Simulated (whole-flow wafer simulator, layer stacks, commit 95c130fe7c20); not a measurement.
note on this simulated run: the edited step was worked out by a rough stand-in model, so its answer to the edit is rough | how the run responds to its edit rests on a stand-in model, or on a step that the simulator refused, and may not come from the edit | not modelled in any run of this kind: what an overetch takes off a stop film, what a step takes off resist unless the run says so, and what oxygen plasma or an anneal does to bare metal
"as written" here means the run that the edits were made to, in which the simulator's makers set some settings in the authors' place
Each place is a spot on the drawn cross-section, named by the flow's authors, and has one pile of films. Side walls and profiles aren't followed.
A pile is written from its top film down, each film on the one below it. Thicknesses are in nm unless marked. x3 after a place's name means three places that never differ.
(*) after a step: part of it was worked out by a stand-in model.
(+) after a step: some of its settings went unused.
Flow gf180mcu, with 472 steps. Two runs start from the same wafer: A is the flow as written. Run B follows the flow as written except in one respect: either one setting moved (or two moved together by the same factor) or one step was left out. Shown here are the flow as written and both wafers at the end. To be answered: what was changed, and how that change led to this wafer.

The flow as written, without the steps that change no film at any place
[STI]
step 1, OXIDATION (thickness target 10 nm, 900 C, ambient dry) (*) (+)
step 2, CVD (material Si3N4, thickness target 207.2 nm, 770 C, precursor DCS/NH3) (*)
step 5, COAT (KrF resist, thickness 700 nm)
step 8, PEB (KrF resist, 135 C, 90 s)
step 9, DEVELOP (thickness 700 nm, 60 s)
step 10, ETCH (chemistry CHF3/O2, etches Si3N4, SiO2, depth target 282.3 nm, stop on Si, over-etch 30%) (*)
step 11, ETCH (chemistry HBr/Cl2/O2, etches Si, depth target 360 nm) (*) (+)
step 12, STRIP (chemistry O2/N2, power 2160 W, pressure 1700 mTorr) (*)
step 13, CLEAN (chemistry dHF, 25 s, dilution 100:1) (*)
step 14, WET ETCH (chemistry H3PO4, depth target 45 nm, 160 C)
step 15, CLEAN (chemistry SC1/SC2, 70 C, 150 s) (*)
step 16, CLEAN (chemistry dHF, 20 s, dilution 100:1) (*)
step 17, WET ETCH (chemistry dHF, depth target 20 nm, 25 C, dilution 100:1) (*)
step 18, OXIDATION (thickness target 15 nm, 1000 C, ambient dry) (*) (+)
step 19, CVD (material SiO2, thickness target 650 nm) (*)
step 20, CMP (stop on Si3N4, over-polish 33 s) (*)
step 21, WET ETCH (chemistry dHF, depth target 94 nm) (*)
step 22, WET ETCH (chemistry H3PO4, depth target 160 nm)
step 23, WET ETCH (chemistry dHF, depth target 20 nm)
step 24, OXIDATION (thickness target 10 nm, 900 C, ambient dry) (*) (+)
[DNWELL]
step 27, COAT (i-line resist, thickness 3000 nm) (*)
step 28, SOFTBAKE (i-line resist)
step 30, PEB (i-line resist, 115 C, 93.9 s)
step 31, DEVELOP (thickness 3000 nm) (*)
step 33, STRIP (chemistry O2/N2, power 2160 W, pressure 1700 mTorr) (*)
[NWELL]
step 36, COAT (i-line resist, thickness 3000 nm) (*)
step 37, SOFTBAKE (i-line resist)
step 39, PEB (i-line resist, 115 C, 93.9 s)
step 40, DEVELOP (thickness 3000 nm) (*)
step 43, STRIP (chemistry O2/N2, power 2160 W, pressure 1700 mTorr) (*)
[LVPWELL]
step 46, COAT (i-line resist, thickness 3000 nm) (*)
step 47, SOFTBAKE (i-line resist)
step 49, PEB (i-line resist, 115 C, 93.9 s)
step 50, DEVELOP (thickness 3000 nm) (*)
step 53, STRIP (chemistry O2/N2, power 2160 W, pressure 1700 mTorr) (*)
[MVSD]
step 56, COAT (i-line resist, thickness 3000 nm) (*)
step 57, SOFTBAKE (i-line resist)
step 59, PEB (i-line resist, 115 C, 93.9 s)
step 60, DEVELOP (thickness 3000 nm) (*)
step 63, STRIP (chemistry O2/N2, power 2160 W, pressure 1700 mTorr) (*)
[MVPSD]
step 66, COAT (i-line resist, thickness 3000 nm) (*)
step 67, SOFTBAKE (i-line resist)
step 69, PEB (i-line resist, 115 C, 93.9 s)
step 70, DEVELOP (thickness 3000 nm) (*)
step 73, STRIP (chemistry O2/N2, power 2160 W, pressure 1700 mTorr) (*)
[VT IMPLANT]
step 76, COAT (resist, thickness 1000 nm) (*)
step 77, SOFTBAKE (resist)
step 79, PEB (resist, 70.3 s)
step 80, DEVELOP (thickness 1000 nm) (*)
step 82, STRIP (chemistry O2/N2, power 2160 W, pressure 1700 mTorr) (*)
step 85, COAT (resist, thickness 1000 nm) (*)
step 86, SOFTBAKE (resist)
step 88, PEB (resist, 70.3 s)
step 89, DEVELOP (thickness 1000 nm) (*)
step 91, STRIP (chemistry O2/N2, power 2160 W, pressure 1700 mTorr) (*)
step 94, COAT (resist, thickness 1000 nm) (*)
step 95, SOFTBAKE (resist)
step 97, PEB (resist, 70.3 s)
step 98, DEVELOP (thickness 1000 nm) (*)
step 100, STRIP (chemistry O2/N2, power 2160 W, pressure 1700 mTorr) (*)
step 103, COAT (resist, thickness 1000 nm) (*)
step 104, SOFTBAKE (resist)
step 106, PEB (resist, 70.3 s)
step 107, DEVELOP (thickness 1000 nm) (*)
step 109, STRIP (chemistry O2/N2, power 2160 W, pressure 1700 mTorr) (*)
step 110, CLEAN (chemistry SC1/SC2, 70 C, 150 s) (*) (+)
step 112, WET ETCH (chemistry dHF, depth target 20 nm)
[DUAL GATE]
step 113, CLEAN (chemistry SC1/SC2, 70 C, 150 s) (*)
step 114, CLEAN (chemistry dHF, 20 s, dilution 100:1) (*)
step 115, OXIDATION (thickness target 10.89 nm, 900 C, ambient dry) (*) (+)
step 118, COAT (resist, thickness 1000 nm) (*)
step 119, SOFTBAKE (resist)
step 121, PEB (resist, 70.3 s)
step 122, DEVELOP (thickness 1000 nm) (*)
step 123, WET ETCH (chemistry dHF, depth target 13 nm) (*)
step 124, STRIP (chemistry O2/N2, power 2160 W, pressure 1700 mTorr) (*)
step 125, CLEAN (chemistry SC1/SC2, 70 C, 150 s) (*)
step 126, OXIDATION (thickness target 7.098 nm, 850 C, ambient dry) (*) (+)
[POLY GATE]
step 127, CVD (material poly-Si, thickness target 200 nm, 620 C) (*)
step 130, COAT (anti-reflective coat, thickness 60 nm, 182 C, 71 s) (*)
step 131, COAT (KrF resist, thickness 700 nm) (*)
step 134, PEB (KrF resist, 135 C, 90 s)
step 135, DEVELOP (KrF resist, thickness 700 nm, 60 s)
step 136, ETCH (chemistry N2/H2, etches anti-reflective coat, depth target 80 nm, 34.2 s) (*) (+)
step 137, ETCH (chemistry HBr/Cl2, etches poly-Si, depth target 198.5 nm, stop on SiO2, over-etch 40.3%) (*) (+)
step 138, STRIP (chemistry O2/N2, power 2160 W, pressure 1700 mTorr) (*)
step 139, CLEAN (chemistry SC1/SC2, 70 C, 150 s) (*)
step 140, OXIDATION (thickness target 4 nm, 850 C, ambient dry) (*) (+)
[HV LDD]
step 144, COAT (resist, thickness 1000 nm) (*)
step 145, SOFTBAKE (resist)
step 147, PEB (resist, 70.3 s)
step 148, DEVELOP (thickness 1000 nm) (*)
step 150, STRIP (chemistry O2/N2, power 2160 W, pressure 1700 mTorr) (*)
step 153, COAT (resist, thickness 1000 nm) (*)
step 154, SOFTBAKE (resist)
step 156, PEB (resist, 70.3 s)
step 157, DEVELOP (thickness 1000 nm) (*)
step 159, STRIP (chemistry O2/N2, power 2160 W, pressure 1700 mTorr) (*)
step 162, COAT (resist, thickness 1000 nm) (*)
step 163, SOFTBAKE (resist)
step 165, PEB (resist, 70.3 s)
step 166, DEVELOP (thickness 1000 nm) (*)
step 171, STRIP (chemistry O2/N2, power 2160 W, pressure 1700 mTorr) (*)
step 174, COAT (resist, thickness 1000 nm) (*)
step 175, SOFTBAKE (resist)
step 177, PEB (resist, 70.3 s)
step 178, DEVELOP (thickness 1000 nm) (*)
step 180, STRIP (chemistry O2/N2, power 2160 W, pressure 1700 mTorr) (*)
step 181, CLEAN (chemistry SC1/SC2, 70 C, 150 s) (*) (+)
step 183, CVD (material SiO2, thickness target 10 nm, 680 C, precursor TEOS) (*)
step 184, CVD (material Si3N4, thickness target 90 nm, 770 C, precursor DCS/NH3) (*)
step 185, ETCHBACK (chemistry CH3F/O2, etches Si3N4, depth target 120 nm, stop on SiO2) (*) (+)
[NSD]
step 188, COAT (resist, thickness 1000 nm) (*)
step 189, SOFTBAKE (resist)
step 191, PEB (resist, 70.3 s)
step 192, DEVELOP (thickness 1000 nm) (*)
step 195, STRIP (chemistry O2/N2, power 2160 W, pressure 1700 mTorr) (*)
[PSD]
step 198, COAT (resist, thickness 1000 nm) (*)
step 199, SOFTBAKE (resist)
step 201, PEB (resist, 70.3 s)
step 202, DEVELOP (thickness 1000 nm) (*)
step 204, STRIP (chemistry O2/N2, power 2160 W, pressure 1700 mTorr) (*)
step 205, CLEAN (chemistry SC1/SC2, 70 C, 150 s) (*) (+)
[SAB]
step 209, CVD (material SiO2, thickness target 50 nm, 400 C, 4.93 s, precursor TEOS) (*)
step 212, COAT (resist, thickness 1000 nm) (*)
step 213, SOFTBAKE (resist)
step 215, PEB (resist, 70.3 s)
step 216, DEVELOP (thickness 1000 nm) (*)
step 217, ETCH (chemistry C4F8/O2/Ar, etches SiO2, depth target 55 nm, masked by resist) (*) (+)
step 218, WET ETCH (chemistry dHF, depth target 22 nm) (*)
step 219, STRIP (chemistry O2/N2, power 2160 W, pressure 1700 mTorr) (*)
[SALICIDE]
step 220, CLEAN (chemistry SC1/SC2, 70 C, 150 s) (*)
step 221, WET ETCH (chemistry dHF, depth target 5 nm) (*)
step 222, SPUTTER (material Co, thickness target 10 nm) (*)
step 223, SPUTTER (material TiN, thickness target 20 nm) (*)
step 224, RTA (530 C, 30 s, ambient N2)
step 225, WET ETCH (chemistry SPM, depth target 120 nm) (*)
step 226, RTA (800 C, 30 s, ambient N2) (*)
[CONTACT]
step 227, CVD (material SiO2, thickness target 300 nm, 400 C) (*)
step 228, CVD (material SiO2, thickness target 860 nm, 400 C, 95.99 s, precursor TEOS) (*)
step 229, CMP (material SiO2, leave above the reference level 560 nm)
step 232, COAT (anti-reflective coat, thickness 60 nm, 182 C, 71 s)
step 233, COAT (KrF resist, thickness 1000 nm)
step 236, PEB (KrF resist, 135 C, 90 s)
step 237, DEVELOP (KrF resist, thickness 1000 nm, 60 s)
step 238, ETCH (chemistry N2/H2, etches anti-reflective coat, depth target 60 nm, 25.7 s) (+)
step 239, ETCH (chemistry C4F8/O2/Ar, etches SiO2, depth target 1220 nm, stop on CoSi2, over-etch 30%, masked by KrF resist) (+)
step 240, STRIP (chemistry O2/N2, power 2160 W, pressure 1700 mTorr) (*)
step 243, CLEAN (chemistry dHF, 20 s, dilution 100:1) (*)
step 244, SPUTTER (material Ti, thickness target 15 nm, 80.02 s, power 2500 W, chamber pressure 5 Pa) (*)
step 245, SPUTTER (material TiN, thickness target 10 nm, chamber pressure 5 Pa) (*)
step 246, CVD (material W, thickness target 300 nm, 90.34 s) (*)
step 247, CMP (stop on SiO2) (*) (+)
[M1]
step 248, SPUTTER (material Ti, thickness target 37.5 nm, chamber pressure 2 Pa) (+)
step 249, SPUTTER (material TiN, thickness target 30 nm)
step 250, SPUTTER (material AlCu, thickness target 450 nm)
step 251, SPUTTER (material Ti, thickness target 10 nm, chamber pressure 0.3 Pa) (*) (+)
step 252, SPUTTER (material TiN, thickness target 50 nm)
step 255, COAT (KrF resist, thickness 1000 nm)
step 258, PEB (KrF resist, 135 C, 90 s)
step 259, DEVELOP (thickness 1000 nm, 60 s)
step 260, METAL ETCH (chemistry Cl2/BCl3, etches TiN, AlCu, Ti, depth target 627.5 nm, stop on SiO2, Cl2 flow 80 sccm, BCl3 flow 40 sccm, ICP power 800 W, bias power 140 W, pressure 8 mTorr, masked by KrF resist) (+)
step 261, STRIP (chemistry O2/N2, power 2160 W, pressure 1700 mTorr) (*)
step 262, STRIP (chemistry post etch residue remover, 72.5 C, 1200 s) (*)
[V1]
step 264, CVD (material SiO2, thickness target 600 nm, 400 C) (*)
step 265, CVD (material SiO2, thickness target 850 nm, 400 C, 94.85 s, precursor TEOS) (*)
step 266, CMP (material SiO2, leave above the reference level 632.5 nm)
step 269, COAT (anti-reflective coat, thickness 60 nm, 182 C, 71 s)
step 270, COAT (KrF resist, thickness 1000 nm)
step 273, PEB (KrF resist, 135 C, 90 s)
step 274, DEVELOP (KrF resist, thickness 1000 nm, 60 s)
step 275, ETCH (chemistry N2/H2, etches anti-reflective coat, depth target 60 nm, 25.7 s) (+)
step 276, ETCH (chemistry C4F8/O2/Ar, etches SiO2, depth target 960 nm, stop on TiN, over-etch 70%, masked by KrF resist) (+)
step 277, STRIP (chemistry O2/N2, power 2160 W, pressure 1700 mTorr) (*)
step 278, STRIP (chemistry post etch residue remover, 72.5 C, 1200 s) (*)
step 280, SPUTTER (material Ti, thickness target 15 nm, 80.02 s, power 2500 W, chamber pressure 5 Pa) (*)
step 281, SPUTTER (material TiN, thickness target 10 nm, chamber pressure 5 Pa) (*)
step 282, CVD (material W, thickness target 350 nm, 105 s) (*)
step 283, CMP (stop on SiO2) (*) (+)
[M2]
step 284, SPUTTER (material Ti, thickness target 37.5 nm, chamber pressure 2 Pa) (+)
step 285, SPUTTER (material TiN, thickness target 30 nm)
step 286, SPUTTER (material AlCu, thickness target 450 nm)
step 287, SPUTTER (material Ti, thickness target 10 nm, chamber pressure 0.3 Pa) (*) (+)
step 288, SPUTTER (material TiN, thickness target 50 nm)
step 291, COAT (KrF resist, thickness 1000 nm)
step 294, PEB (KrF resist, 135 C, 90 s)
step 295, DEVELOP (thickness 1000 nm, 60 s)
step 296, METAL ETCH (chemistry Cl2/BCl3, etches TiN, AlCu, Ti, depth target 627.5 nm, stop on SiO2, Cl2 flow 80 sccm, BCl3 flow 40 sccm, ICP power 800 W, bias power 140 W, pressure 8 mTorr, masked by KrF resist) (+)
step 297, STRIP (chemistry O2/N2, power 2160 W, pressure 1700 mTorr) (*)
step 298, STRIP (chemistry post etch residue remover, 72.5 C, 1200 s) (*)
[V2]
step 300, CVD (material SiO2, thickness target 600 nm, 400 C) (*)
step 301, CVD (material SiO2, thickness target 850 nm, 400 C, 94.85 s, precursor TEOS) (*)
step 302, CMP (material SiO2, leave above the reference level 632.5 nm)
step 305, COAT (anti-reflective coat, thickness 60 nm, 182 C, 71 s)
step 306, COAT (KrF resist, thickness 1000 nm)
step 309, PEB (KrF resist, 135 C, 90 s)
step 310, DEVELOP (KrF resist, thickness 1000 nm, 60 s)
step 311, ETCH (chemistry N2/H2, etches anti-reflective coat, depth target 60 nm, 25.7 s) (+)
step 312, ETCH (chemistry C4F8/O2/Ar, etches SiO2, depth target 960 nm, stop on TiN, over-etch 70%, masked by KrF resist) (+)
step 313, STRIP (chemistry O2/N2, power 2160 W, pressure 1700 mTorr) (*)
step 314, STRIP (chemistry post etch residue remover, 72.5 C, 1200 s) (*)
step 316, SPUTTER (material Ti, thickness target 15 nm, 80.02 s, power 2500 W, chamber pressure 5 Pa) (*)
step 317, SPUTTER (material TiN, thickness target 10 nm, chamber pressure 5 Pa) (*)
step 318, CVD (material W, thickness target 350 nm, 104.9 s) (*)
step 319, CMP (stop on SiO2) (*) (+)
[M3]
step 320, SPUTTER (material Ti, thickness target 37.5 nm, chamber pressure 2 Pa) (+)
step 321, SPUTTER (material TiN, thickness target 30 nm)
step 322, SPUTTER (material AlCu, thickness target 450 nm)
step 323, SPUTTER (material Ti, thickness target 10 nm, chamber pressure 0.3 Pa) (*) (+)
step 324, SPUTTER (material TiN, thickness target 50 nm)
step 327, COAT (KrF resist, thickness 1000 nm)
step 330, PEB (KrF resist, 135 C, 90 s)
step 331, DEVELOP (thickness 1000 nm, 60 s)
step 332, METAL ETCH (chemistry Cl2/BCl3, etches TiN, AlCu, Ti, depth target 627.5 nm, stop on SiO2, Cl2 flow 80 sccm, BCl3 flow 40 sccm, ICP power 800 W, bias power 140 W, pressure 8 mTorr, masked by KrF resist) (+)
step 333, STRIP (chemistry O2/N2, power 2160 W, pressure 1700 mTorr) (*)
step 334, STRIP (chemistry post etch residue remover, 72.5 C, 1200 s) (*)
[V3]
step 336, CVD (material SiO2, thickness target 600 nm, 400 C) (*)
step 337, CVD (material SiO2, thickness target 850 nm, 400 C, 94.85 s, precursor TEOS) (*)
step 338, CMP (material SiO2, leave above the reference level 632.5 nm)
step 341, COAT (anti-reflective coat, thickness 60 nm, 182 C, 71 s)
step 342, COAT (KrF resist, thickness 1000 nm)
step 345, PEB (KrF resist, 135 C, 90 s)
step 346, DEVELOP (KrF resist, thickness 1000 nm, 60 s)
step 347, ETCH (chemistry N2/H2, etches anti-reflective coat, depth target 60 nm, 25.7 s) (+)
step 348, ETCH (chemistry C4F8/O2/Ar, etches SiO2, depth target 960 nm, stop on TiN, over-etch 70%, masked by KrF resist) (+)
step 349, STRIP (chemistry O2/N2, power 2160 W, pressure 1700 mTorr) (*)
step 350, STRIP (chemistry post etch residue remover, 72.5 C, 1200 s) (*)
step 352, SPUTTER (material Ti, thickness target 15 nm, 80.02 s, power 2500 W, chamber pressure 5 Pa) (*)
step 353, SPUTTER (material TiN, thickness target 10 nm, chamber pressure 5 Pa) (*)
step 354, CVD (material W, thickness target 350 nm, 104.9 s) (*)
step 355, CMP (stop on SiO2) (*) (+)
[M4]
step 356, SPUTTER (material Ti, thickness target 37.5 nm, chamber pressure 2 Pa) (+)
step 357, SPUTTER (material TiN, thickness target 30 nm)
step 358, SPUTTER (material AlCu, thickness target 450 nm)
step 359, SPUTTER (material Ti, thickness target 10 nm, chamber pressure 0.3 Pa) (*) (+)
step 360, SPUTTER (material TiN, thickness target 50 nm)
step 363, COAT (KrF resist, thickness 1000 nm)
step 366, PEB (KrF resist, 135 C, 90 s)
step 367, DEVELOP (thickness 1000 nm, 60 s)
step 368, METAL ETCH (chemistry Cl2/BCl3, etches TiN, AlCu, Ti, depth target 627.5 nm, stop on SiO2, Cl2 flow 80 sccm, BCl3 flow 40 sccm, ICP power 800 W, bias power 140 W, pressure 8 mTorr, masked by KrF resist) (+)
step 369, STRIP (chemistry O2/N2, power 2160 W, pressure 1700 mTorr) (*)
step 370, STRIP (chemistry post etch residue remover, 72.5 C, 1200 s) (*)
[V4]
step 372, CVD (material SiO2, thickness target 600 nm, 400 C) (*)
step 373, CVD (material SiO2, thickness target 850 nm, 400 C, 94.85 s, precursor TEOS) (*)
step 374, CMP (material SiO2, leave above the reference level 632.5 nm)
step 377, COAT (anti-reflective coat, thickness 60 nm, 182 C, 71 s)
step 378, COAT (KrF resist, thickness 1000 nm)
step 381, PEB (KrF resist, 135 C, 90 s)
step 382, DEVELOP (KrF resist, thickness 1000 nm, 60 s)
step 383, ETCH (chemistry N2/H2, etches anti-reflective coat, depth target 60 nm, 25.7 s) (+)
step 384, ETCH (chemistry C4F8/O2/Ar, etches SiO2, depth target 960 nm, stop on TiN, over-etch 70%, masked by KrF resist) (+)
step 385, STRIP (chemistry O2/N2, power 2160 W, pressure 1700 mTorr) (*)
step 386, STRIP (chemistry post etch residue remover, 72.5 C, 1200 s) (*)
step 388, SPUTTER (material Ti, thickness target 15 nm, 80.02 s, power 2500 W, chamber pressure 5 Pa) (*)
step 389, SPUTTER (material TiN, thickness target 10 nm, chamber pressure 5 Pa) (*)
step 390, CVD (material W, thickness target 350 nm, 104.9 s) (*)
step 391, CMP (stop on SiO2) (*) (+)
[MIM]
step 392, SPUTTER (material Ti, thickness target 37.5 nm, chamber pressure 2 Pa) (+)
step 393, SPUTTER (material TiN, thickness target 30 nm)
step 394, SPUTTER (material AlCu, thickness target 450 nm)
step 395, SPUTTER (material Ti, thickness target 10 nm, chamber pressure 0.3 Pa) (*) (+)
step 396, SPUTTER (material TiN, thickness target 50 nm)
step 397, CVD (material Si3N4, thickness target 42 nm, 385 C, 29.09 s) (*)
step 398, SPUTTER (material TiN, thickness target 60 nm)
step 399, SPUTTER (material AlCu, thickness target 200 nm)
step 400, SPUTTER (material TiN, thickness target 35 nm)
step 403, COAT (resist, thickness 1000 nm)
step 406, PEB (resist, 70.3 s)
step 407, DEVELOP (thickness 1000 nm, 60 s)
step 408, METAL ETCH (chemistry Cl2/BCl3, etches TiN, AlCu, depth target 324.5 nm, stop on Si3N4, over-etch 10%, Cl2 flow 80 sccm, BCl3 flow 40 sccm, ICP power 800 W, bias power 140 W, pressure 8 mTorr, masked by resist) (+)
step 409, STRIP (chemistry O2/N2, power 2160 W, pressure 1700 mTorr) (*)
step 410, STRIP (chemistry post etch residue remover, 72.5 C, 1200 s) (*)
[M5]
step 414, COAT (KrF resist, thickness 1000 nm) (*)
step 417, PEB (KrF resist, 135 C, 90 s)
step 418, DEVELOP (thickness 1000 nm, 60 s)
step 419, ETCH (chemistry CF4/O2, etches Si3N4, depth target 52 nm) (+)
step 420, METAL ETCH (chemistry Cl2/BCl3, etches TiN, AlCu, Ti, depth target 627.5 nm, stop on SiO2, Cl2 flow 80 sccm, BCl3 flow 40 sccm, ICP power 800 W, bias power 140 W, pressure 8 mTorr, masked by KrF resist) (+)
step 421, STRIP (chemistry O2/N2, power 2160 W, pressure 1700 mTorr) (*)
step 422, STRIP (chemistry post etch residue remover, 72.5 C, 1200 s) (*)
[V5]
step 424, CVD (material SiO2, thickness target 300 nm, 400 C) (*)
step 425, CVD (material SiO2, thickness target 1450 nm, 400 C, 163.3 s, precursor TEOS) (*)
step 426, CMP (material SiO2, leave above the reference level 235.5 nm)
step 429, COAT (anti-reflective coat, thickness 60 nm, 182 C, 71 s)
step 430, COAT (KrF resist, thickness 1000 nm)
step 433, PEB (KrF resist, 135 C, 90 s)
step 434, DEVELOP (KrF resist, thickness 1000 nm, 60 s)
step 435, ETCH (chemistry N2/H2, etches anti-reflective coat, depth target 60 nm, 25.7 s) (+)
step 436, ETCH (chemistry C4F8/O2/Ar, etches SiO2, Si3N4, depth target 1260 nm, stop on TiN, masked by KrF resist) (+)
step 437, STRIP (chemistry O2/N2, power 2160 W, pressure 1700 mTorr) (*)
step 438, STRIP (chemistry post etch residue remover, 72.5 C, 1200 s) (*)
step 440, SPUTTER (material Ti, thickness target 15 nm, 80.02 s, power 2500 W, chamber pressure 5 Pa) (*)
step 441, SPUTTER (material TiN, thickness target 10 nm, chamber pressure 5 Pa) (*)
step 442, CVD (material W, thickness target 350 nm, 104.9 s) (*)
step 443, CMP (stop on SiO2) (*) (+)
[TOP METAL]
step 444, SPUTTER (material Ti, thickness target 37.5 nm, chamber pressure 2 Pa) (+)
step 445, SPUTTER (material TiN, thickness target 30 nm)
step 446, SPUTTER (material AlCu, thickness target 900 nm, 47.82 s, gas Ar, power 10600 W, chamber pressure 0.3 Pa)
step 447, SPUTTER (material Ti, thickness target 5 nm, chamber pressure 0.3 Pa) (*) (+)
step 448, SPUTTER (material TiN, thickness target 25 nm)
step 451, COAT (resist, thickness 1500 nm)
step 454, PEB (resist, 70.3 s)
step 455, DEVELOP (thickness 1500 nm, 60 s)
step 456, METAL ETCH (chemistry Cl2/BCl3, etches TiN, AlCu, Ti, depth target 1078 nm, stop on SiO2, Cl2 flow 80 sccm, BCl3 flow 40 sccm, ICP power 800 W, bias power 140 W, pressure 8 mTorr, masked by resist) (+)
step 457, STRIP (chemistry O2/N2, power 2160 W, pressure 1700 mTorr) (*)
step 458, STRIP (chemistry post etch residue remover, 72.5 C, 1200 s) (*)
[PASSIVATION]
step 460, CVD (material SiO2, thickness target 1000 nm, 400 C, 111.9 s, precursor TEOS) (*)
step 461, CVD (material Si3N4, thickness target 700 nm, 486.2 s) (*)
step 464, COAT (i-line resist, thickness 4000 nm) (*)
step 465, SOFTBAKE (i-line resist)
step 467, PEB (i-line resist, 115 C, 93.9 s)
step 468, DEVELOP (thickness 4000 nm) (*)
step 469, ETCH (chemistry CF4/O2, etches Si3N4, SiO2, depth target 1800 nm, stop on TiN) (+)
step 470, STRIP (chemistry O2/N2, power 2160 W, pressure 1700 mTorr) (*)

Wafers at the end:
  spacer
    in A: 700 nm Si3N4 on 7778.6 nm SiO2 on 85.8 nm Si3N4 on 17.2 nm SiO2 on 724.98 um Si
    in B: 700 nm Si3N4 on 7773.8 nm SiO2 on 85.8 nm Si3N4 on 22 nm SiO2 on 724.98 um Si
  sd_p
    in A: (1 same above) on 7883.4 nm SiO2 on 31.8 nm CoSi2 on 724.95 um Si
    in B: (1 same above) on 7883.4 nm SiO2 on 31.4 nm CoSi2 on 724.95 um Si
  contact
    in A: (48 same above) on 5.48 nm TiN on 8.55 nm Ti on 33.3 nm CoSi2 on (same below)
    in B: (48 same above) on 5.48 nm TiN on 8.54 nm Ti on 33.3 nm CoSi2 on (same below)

What caused this: step 183, CVD: thickness target 14.8 nm was run, whereas the flow has thickness target 10 nm.

The path from the change to this, step by step:
  step 183, CVD (material SiO2, thickness target 10 nm, 680 C, precursor TEOS) (*)
      field, field__w1, field__w2 and 99 more: A +10 SiO2 | B +14.8 SiO2
      ld_drift_p: A +9.87 SiO2 | B +14.6 SiO2
      (and at 1 other place as well)
  step 189, SOFTBAKE (resist)
      field__w9: A +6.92 resist | B -3.08 resist
      field_sub__w1: A +7.47 resist | B +9.76 resist
  step 199, SOFTBAKE (resist)
      field__w9: A +6.92 resist | B -3.08 resist
      field_sub__w1: A +7.47 resist | B +9.76 resist
  step 218, WET ETCH (chemistry dHF, depth target 22 nm) (*)
      gate, gate_hv, gate_p and 23 more: A -5.48 SiO2 (all of it) | B -10.3 SiO2 (all of it)
      field, field__w10, sti and 14 more: A -24.5 SiO2 | B -25.2 SiO2
      (and at 55 other places as well)
  step 229, CMP (material SiO2, leave above the reference level 560 nm)
      field__w3: A -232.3 SiO2 | B -237.3 SiO2
      field__w12: A -232.1 SiO2 | B -237.2 SiO2
      (and at 1 other place as well)
